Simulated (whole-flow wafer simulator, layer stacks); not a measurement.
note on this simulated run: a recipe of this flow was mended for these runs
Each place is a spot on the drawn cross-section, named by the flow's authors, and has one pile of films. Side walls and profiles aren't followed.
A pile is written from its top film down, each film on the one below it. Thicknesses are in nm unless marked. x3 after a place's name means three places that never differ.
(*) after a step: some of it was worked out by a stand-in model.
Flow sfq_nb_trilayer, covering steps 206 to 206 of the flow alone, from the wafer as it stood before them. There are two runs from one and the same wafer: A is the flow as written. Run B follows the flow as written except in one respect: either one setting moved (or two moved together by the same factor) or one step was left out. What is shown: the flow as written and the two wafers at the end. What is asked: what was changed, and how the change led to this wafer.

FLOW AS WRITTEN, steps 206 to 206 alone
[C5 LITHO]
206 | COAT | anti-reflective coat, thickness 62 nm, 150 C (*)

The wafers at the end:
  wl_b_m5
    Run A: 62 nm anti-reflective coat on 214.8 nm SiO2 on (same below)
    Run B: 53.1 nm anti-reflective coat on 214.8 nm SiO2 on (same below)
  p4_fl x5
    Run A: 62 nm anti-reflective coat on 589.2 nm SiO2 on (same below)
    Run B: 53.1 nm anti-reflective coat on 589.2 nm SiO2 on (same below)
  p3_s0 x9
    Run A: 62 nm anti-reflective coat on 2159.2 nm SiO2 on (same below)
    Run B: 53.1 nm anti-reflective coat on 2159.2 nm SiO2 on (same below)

What caused this: step 206, COAT: thickness 53.1 nm was run, though the flow has thickness 62 nm.
The wafer itself shows it: wl_b_m5 has anti-reflective coat 53.1, and step 206 as written asks for 62 nm.

How this came from the change, step by step:
  206 | COAT | anti-reflective coat, thickness 62 nm, 150 C (*)
      p4_fl x5, p4_w1 x9, p3_s0 x9 and 41 more: A anti-reflective coat gains 62 (new film) | B anti-reflective coat gains 53.1 (new film)
      r5r_line_l, r5r_line_c, r5r_line_r: A anti-reflective coat gains 35.5 (new film) | B anti-reflective coat gains 27.1 (new film)
      (also at 39 further places)
